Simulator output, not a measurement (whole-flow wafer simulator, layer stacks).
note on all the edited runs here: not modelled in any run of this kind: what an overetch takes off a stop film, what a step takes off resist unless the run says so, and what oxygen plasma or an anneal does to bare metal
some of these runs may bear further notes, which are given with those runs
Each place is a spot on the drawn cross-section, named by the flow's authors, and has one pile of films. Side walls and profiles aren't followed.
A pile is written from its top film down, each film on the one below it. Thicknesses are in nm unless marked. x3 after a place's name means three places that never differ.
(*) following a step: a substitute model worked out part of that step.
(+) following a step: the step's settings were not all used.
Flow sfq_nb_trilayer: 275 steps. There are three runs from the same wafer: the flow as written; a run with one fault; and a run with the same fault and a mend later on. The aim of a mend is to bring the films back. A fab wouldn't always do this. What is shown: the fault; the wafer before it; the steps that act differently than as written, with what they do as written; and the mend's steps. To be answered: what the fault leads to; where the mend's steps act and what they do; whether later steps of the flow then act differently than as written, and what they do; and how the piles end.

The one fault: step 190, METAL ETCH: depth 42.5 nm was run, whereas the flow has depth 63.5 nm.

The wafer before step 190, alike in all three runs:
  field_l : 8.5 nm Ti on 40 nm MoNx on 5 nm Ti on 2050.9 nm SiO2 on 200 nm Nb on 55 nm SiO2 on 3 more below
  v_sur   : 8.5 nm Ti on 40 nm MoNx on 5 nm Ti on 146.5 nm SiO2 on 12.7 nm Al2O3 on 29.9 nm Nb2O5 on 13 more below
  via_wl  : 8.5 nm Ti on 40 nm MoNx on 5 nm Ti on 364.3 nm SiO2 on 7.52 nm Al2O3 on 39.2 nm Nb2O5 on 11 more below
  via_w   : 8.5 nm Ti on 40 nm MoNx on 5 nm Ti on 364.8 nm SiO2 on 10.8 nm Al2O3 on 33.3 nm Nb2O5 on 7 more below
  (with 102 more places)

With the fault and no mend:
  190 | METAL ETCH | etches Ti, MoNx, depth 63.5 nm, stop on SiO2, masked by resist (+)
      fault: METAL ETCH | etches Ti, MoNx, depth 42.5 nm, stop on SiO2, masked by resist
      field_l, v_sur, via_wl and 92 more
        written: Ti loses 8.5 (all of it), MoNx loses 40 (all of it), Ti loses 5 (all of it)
        fault: Ti loses 8.5 (all of it), MoNx loses 34
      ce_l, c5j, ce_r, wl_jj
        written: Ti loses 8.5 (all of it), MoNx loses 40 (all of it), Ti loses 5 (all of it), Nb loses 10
        fault: Ti loses 8.5 (all of it), MoNx loses 34
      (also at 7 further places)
  Steps further on in the flow that do not act as written (11 more steps, not shown, differ only slightly: by at most 2% or 0.5 nm, whichever is larger):
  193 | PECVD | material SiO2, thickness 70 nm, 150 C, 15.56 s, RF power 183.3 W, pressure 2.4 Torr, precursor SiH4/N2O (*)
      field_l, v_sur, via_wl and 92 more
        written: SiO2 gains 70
        fault: SiO2 gains 70 (new film)
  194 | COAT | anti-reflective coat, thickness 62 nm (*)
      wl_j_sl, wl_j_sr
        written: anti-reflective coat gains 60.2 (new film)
        fault: anti-reflective coat gains 62 (new film)
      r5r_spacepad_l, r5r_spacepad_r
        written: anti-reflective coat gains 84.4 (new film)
        fault: anti-reflective coat gains 79.6 (new film)
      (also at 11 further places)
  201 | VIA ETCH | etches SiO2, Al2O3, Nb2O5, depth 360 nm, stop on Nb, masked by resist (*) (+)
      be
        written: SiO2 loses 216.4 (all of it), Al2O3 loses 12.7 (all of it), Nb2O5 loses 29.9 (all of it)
        fault: SiO2 loses 69.8 (all of it), MoNx loses 6 (all of it), Ti loses 5 (all of it), SiO2 loses 146.5 (all of it), Al2O3 loses 12.7 (all of it), Nb2O5 loses 29.9 (all of it)
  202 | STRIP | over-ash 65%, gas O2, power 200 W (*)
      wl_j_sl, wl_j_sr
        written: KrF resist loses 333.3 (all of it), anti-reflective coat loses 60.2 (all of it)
        fault: KrF resist loses 333.2 (all of it), anti-reflective coat loses 62 (all of it)
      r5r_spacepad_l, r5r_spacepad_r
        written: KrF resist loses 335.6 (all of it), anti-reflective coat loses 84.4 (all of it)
        fault: KrF resist loses 335.1 (all of it), anti-reflective coat loses 79.6 (all of it)
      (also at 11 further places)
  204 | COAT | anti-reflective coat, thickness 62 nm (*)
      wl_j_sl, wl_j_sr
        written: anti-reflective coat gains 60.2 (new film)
        fault: anti-reflective coat gains 62 (new film)
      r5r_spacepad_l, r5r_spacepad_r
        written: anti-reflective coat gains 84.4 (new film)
        fault: anti-reflective coat gains 79.6 (new film)
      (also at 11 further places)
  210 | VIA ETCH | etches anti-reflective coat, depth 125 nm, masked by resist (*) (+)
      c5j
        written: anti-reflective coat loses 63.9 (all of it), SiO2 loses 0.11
        fault: anti-reflective coat loses 61.3 (all of it), SiO2 loses 0.13
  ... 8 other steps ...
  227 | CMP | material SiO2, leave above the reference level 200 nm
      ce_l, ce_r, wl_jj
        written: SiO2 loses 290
        fault: SiO2 loses 300
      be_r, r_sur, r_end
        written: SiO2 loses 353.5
        fault: SiO2 loses 342.5
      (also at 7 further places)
  The piles end different from the flow's at field_l, v_sur, via_wl and 100 more by more than 2% or 0.5 nm, whichever is larger.
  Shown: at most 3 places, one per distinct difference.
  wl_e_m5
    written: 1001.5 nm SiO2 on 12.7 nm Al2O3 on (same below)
    fault: 855 nm SiO2 on 6 nm MoNx on 5 nm Ti on 146.5 nm SiO2 on 12.7 nm Al2O3 on (same below)
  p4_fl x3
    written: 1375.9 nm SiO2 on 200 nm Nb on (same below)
    fault: 855 nm SiO2 on 6 nm MoNx on 5 nm Ti on 520.9 nm SiO2 on 200 nm Nb on (same below)
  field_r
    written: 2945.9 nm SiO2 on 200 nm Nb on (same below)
    fault: 855 nm SiO2 on 6 nm MoNx on 5 nm Ti on 2090.9 nm SiO2 on 200 nm Nb on (same below)

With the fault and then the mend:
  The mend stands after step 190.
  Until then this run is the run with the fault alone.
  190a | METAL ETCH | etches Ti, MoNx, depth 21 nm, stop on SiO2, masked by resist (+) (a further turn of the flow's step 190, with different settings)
      field_l, v_sur, via_wl and 92 more
        MoNx loses 6 (all of it), Ti loses 5 (all of it)
      be_r, r_sur, res, r_end, r5r_line_l, r5r_line_c, r5r_line_r
        KrF resist loses 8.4
      ce_l, c5j, ce_r, wl_jj
        MoNx loses 6 (all of it), Ti loses 5 (all of it), Nb loses 10
  None of the later steps of the flow acts differently than as written at any place that is followed.
  At every place that both follow, the piles at the end match the flow's.
